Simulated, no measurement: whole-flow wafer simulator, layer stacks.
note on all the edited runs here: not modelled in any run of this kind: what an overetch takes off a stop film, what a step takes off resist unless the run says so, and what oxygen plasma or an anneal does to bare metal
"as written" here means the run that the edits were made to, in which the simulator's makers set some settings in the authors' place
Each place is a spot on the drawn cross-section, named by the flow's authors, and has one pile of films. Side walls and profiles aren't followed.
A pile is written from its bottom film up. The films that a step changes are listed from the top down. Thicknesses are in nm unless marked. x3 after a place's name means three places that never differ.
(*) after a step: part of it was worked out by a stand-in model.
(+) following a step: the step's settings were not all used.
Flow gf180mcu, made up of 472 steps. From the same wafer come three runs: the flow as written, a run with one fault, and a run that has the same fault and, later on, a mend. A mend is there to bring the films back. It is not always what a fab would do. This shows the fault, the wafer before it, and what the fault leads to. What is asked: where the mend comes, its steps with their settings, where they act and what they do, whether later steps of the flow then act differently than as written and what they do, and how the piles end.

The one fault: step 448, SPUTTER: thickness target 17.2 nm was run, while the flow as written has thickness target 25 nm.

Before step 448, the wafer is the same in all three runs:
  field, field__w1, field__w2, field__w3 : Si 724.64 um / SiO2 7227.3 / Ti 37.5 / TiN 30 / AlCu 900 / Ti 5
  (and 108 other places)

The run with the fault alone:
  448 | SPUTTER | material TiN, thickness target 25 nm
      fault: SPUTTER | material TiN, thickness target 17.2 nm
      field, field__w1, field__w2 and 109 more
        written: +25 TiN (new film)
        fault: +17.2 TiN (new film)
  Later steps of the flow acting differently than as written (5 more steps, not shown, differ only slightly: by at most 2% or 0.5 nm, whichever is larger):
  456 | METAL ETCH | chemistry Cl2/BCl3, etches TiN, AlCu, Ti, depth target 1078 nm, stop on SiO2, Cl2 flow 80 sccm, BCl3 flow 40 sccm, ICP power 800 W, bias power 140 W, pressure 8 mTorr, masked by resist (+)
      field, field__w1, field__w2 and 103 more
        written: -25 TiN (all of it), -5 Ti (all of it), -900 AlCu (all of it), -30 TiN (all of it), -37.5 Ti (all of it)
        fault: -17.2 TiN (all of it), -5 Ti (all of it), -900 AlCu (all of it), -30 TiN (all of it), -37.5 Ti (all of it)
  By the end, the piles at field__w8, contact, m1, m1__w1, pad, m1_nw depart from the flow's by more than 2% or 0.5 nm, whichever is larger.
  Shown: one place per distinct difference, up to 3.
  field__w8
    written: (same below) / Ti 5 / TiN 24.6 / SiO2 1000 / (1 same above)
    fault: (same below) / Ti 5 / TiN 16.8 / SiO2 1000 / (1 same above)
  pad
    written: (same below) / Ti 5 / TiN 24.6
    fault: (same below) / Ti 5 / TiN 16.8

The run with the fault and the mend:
  The mend stands after step 455.
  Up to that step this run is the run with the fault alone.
  455a | STRIP | chemistry O2/N2, power 2160 W, pressure 1700 mTorr (*)
      field__w8, contact, m1, m1__w1, pad, m1_nw
        -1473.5 resist (all of it)
  455b | SPUTTER | material TiN, thickness target 7.8 nm (the flow's step 448, run once more with other settings)
      field, field__w1, field__w2 and 109 more
        +7.8 TiN
  455c | HMDS | 120 C, 60 s (the flow's step 450, run once more)
      leaves every film unchanged at each place that is followed
  455d | COAT | resist, thickness 1500 nm (the flow's step 451, run once more)
      field, field__w1, field__w2 and 109 more
        +1500 resist (new film)
  455e | SOFTBAKE | resist (the flow's step 452, run once more)
      leaves every film unchanged at each place that is followed
  455f | EXPOSE | photomask MetalTop (the flow's step 453, run once more)
      leaves every film unchanged at each place that is followed
  455g | PEB | resist, 70.3 s (the flow's step 454, run once more)
      field, field__w1, field__w2 and 109 more
        -26.5 resist
  455h | DEVELOP | thickness 1500 nm, 60 s (the flow's step 455, run once more)
      field, field__w1, field__w2 and 103 more
        -1473.5 resist (all of it)
  Later steps of the flow that are run all act as written at every place that is followed.
  By the end, the piles equal the flow's at every place that both follow.
